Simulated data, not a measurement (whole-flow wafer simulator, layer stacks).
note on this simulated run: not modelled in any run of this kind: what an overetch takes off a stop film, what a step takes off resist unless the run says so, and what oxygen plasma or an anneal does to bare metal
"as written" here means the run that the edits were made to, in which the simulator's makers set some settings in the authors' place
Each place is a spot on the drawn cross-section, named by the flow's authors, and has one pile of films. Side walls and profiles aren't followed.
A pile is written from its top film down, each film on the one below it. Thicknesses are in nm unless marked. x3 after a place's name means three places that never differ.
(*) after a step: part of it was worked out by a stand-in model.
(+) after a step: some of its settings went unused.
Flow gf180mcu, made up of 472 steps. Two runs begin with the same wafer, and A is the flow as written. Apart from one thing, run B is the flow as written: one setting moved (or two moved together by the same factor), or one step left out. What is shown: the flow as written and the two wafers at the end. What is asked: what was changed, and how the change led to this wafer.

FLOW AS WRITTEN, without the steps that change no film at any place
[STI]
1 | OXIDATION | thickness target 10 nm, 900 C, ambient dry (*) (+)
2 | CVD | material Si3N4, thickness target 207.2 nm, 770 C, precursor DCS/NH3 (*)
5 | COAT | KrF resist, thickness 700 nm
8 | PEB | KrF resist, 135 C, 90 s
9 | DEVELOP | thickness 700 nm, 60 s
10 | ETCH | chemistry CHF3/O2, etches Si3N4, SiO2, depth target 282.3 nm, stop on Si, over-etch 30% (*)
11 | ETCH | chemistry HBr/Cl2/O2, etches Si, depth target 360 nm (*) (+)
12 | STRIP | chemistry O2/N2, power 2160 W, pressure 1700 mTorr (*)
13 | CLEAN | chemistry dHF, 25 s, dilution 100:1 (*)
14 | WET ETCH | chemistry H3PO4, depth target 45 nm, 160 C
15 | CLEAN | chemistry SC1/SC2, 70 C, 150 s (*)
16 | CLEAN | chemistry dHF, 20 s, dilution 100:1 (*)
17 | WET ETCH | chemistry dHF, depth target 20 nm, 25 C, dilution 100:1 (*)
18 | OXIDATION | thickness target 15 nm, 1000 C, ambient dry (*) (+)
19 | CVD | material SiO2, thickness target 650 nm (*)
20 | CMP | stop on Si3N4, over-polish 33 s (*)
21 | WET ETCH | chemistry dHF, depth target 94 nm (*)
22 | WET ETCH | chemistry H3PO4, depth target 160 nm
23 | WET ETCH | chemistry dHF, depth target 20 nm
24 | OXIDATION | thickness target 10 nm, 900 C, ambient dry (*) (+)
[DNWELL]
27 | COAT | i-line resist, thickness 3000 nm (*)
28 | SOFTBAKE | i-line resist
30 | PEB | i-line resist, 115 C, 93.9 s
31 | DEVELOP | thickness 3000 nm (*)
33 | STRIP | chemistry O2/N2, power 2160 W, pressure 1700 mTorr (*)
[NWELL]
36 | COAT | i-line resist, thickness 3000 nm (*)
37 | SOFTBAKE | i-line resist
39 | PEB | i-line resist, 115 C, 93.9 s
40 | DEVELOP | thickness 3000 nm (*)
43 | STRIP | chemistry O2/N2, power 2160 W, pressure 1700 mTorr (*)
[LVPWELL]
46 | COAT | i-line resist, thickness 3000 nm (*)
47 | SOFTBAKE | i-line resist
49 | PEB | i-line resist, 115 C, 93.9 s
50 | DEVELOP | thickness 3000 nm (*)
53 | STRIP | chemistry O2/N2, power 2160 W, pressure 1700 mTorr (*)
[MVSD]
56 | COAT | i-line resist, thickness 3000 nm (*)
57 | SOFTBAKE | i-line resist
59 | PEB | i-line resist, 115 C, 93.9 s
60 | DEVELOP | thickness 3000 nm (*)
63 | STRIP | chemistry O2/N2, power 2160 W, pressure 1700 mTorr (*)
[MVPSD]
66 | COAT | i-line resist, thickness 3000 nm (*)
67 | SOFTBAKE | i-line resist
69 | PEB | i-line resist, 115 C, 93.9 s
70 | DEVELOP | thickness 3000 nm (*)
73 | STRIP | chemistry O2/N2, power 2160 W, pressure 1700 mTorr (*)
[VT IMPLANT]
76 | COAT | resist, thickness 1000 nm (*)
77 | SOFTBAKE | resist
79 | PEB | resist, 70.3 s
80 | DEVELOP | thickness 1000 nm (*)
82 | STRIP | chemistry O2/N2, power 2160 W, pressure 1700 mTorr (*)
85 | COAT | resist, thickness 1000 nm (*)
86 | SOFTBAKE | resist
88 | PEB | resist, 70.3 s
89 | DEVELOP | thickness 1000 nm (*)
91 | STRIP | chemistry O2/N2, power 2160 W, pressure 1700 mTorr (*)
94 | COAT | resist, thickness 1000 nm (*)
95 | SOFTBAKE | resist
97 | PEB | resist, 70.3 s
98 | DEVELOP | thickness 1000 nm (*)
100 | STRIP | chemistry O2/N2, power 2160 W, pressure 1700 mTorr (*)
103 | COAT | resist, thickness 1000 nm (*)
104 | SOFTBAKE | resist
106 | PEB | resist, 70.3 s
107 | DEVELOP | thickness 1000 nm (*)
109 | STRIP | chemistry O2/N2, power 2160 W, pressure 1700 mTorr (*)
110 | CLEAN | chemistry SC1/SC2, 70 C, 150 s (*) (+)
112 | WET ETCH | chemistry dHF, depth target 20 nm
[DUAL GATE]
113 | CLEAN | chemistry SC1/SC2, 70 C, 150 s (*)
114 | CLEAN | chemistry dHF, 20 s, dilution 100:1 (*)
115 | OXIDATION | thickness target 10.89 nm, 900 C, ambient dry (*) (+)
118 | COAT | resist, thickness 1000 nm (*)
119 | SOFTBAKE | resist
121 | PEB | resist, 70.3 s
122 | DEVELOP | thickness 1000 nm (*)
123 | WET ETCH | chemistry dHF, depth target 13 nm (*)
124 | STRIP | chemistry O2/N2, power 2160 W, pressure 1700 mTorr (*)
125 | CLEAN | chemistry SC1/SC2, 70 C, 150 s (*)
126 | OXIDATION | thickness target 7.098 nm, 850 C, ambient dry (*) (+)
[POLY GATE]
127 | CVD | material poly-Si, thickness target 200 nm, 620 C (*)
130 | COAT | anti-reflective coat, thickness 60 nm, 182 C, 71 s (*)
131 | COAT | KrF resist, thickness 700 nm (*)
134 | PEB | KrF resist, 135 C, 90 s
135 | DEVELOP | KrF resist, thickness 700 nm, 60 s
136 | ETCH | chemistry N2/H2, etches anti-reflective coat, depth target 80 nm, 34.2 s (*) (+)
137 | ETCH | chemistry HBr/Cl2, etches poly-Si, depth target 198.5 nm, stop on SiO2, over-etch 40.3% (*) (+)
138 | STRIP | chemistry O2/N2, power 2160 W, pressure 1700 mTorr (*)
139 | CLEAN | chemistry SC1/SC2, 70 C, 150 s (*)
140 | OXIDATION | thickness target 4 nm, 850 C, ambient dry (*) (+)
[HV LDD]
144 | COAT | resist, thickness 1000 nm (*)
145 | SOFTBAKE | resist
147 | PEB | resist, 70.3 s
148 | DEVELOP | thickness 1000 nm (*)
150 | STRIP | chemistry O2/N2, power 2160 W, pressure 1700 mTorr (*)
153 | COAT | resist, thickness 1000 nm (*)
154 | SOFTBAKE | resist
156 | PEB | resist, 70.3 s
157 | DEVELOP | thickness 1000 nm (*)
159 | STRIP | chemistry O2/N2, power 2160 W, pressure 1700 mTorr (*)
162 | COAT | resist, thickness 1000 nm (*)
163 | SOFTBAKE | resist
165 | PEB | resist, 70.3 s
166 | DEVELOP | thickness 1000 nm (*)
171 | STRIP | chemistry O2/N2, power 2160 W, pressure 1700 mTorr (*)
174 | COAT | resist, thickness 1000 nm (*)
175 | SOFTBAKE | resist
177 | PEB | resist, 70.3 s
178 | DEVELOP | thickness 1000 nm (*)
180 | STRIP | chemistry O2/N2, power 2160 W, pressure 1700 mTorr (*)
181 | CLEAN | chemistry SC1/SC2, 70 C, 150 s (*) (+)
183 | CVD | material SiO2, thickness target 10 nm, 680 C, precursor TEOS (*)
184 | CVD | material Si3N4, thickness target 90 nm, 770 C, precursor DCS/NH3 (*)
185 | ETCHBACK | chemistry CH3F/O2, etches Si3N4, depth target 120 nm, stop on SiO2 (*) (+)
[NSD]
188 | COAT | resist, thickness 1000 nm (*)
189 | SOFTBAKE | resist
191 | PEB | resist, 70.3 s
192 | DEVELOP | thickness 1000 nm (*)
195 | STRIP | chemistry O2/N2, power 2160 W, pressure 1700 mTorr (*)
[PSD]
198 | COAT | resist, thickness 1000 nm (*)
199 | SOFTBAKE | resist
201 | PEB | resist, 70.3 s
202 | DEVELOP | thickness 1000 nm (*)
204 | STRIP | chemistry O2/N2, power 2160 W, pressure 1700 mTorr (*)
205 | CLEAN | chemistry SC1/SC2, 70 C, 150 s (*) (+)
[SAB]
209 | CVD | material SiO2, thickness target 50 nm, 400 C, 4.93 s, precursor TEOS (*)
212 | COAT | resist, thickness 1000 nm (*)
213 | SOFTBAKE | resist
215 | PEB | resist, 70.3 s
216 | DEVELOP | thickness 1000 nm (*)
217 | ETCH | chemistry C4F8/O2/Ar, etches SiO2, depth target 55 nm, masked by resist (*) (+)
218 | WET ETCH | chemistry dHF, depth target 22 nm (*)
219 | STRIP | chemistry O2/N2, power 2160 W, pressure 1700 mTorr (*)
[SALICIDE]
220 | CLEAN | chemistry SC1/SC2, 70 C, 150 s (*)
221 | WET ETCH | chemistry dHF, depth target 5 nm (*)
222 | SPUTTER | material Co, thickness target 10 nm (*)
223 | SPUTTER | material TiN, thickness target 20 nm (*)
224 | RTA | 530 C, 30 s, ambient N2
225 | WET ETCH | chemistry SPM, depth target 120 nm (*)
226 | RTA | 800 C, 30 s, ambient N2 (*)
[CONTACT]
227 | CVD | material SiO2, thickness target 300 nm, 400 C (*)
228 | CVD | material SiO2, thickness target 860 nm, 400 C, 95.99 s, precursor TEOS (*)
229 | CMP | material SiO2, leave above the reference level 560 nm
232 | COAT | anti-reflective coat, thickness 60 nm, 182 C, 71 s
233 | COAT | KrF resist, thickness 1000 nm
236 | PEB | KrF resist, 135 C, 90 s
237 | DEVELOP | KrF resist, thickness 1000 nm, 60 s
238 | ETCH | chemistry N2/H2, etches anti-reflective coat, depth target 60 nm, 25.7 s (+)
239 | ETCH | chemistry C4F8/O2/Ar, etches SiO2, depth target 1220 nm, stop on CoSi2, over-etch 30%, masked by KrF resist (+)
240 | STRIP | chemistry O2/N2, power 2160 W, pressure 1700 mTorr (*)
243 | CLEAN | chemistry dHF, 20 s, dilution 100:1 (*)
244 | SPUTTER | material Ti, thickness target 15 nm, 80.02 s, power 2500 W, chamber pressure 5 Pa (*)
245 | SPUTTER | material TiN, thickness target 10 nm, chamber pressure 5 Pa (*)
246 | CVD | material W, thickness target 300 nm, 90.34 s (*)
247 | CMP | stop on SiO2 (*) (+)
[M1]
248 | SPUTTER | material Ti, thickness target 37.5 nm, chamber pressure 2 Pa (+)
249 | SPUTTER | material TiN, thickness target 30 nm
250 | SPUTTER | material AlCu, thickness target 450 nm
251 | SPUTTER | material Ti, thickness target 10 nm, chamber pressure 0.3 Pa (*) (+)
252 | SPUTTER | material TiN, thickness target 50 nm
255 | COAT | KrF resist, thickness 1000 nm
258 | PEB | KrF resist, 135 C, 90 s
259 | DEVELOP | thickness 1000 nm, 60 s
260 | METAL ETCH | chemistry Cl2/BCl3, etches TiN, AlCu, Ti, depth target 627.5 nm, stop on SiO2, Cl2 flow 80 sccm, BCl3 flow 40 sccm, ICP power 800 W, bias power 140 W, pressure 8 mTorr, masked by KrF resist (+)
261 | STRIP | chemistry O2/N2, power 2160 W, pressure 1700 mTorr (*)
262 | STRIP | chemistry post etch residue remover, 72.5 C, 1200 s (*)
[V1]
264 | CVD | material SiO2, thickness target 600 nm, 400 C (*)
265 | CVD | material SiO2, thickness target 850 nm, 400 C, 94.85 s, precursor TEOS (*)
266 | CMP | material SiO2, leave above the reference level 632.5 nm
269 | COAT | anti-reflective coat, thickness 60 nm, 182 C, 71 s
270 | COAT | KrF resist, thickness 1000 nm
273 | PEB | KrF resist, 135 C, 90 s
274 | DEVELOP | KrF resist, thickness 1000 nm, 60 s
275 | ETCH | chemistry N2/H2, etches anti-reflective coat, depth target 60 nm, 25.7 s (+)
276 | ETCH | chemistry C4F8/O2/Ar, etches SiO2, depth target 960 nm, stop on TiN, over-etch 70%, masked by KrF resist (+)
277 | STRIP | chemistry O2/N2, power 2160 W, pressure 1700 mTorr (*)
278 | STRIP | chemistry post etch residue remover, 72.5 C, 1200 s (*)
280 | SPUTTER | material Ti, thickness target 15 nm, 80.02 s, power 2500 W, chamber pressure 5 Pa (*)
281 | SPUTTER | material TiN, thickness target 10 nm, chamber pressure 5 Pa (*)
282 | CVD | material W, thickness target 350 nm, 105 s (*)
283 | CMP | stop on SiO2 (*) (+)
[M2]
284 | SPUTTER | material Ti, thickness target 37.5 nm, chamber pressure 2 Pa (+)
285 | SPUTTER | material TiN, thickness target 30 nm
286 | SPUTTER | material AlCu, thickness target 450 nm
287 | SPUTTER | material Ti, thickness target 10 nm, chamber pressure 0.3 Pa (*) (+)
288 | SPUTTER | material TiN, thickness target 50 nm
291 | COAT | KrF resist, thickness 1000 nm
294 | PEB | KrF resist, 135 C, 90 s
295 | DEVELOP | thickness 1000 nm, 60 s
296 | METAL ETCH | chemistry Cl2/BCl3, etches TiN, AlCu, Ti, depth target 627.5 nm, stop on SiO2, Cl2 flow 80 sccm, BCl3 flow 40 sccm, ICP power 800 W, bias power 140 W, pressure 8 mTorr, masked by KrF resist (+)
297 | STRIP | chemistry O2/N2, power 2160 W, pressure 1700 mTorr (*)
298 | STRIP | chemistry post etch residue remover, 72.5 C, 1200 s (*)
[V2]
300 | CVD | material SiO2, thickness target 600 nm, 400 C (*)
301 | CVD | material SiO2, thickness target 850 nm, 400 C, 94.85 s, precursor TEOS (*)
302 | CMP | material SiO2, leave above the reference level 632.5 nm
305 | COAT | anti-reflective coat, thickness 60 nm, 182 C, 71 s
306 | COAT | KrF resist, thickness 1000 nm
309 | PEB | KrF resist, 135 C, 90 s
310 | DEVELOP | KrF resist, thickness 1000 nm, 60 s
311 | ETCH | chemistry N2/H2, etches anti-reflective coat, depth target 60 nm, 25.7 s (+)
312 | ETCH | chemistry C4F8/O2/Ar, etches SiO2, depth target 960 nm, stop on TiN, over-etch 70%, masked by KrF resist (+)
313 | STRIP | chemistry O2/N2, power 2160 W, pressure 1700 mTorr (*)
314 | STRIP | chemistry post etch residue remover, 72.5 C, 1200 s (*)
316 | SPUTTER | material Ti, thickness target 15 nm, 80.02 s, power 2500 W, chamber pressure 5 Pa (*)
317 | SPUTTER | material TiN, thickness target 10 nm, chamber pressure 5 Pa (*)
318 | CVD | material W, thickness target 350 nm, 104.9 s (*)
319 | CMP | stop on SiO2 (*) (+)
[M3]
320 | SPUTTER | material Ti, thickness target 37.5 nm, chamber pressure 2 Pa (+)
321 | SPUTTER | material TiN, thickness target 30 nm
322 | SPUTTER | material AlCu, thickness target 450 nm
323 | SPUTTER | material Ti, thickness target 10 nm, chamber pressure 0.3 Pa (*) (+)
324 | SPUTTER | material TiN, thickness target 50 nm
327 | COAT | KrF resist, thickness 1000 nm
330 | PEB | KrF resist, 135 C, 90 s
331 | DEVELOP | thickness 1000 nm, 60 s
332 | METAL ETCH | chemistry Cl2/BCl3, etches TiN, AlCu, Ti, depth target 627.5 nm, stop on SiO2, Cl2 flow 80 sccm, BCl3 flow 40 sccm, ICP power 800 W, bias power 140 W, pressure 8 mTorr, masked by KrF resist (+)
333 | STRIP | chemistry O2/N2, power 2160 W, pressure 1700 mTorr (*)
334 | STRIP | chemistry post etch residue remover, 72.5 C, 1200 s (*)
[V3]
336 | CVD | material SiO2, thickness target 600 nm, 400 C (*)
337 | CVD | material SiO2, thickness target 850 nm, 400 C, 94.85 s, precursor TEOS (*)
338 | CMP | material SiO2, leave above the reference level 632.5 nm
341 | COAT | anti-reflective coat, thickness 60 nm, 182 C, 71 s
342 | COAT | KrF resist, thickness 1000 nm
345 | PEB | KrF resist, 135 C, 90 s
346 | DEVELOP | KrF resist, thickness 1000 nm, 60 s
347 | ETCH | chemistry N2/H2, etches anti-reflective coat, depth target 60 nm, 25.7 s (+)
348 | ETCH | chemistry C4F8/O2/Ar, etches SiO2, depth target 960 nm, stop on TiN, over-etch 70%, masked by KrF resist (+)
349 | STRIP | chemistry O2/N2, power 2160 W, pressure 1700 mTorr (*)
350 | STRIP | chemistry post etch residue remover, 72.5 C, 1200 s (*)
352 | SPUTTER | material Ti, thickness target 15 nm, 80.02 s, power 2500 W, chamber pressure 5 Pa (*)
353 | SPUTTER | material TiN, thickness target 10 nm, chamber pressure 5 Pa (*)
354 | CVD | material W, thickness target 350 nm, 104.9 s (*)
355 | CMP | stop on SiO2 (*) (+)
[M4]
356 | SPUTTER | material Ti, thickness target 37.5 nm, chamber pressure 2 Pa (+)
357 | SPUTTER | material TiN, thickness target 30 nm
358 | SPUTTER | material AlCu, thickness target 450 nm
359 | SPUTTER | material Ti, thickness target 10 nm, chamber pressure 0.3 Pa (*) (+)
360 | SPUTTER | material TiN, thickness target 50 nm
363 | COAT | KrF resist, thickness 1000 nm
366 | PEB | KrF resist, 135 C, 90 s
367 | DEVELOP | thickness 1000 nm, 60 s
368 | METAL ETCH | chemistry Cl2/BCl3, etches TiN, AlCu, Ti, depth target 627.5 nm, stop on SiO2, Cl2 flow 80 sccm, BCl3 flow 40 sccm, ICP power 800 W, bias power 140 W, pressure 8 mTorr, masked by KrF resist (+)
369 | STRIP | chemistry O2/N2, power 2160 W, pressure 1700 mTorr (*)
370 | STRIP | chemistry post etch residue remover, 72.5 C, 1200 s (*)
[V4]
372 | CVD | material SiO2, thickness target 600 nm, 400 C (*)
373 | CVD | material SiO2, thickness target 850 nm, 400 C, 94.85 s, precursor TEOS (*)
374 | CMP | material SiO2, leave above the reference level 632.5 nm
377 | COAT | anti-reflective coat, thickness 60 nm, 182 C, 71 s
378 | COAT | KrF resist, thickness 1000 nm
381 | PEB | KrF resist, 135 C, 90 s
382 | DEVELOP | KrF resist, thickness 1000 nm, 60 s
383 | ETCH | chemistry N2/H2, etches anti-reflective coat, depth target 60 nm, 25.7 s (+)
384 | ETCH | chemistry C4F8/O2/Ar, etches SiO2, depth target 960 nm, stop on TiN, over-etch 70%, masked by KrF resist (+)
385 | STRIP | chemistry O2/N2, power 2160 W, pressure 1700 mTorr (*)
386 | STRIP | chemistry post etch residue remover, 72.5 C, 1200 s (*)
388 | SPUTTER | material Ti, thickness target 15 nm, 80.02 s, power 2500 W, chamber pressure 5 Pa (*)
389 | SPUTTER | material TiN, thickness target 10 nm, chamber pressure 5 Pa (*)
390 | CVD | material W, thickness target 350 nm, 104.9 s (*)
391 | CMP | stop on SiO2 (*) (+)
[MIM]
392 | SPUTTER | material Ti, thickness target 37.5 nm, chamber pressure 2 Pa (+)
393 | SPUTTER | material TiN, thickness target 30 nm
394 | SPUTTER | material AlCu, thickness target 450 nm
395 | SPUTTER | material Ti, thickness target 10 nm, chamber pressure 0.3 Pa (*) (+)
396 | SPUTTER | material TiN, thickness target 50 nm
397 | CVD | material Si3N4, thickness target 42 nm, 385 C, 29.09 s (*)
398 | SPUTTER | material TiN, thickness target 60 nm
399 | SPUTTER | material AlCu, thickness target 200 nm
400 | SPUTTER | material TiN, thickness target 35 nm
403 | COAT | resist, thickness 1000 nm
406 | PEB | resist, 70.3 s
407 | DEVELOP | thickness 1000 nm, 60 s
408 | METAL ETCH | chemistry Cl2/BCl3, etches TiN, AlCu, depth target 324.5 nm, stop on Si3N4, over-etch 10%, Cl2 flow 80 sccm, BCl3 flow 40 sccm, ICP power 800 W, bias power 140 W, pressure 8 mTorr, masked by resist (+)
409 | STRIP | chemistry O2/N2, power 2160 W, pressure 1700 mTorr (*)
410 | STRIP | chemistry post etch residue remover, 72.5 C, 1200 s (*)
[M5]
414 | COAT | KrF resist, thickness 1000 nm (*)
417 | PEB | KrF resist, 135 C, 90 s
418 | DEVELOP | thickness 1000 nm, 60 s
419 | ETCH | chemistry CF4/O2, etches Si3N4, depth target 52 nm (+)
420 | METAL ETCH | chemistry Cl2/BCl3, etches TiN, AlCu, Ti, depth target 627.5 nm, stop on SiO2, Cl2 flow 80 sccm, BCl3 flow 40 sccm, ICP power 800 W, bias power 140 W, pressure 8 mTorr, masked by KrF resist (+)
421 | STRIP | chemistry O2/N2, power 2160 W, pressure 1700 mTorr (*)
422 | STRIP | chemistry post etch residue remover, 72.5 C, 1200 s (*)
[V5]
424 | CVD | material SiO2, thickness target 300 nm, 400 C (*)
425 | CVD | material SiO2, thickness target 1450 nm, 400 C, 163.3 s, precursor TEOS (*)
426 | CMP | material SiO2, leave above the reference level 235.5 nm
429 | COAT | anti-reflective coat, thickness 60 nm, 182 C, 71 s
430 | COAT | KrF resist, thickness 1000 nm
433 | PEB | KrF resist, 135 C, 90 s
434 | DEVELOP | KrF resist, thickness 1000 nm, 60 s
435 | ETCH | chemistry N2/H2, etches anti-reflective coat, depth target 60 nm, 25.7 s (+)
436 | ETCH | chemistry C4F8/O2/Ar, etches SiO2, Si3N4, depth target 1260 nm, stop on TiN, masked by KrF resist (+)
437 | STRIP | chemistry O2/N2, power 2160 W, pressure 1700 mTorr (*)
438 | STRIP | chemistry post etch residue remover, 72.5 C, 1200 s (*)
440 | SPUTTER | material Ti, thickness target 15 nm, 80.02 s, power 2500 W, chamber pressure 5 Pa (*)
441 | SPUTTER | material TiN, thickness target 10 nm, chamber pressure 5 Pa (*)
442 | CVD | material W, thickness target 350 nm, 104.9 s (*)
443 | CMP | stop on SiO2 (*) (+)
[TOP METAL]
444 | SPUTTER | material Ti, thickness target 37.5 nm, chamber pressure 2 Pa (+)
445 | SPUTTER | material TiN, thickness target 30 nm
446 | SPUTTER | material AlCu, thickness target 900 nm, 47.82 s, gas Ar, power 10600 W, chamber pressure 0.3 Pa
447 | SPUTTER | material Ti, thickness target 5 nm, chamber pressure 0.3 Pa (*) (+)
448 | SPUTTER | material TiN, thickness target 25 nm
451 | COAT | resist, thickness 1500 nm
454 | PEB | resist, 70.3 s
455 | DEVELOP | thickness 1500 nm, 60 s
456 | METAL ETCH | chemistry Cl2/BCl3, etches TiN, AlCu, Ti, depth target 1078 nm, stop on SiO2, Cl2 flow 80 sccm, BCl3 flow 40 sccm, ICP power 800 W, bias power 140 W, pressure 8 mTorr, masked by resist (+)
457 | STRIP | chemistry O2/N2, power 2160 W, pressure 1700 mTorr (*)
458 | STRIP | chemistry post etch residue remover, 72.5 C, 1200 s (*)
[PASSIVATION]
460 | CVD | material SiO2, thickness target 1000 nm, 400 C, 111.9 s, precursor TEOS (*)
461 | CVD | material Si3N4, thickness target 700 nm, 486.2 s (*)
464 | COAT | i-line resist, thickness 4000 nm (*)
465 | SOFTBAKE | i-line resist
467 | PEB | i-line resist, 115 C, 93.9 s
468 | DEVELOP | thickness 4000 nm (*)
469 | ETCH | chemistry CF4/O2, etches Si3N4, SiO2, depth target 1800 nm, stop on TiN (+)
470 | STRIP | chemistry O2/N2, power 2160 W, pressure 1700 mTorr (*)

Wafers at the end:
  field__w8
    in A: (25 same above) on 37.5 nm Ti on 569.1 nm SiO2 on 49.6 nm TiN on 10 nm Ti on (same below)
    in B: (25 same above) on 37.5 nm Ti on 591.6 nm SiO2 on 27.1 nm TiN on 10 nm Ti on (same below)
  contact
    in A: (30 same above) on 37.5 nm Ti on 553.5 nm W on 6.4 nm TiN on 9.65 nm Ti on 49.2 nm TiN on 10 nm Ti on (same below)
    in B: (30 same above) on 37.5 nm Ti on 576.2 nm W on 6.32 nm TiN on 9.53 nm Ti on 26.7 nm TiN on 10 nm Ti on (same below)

What caused this: step 288, SPUTTER: thickness target 27.5 nm was run, though the flow has thickness target 50 nm.

The path from the change to this, step by step:
  288 | SPUTTER | material TiN, thickness target 50 nm
      field, field__w1, field__w2 and 108 more: A TiN gains 50 (new film) | B TiN gains 27.5 (new film)
  296 | METAL ETCH | chemistry Cl2/BCl3, etches TiN, AlCu, Ti, depth target 627.5 nm, stop on SiO2, Cl2 flow 80 sccm, BCl3 flow 40 sccm, ICP power 800 W, bias power 140 W, pressure 8 mTorr, masked by KrF resist (+)
      field, field__w1, field__w2 and 103 more: A TiN loses 50 (all of it), Ti loses 10 (all of it), AlCu loses 450 (all of it), TiN loses 30 (all of it), Ti loses 37.5 (all of it) | B TiN loses 27.5 (all of it), Ti loses 10 (all of it), AlCu loses 450 (all of it), TiN loses 30 (all of it), Ti loses 37.5 (all of it)
  302 | CMP | material SiO2, leave above the reference level 632.5 nm
      field__w8, contact, m1, m1__w1, m1_nw: A SiO2 loses 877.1 | B SiO2 loses 854.6
  312 | ETCH | chemistry C4F8/O2/Ar, etches SiO2, depth target 960 nm, stop on TiN, over-etch 70%, masked by KrF resist (+)
      contact: A SiO2 loses 572.5 (all of it) | B SiO2 loses 595 (all of it)
  318 | CVD | material W, thickness target 350 nm, 104.9 s (*)
      contact: A W gains 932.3 (new film) | B W gains 955 (new film)
